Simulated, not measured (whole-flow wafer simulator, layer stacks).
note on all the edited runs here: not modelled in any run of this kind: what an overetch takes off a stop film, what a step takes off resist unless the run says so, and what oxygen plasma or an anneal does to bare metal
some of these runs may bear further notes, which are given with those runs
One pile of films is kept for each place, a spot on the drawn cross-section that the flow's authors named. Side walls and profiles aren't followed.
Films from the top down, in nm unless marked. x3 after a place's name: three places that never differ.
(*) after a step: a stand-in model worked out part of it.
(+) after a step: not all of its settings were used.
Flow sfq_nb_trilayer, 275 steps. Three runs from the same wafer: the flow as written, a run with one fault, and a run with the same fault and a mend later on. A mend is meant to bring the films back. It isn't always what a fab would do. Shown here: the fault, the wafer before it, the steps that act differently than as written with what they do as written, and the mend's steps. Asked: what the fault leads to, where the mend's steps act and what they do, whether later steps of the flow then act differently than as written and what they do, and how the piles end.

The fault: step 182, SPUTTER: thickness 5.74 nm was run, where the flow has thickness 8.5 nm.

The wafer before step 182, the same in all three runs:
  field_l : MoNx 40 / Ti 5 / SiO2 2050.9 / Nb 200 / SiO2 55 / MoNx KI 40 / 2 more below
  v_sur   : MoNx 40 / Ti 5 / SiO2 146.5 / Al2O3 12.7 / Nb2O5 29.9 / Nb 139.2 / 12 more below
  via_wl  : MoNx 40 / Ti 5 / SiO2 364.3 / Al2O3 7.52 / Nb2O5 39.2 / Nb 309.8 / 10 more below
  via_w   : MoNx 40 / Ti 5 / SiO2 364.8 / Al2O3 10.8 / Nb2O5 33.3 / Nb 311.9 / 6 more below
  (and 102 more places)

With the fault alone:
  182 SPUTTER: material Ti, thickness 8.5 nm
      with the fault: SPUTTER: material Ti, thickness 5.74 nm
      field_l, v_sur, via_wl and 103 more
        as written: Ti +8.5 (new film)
        with the fault: Ti +5.74 (new film)
  Later steps of the flow that act differently than as written (20 more steps differ only slightly, by at most 2% or 0.5 nm, whichever is larger, and aren't shown):
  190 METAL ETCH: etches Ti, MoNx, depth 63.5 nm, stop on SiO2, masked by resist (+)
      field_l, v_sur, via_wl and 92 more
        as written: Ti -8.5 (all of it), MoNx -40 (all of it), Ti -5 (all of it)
        with the fault: Ti -5.74 (all of it), MoNx -40 (all of it), Ti -5 (all of it)
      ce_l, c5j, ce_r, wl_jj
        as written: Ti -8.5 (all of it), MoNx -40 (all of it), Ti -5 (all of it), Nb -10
        with the fault: Ti -5.74 (all of it), MoNx -40 (all of it), Ti -5 (all of it), Nb -12.8
  At the end the piles differ from the flow's by more than 2% or 0.5 nm, whichever is larger, at be_r, r_sur, res, r_end, r5r_line_l, r5r_line_c, r5r_line_r.
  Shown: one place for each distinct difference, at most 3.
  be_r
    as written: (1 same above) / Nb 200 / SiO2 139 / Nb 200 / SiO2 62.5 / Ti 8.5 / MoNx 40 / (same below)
    with the fault: (1 same above) / Nb 200 / SiO2 141.8 / Nb 200 / SiO2 62.5 / Ti 5.74 / MoNx 40 / (same below)
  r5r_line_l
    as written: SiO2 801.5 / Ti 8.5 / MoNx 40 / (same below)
    with the fault: SiO2 804.3 / Ti 5.74 / MoNx 40 / (same below)
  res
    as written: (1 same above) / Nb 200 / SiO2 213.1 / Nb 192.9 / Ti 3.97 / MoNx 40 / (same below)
    with the fault: (1 same above) / Nb 200 / SiO2 215.9 / Nb 192.9 / Ti 1.21 / MoNx 40 / (same below)

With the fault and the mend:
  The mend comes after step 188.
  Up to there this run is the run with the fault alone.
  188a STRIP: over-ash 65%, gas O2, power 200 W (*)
      field_l, v_sur, via_wl and 96 more
        anti-reflective coat -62 (all of it)
      be_r, r_sur, res, r_end, r5r_line_l, r5r_line_c, r5r_line_r
        KrF resist -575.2 (all of it), anti-reflective coat -62 (all of it)
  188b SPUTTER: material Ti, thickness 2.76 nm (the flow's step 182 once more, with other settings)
      field_l, v_sur, via_wl and 103 more
        Ti +2.76
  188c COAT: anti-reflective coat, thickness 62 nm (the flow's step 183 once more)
      field_l, v_sur, via_wl and 103 more
        anti-reflective coat +62 (new film)
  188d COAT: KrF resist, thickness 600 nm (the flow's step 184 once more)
      field_l, v_sur, via_wl and 103 more
        KrF resist +600 (new film)
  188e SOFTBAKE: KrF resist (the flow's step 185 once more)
      changes no film at any place that is followed
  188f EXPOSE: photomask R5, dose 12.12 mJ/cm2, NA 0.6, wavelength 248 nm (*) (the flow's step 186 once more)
      changes no film at any place that is followed
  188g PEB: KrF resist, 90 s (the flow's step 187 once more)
      field_l, v_sur, via_wl and 103 more
        KrF resist -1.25
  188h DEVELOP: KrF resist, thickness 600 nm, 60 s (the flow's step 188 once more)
      field_l, v_sur, via_wl and 96 more
        KrF resist -598.7 (all of it)
      be_r, r_sur, res, r_end, r5r_line_l, r5r_line_c, r5r_line_r
        KrF resist -23.5
  No later step of the flow acts differently than as written at any place that is followed.
  At the end the piles are the same as the flow's at every place that both follow.
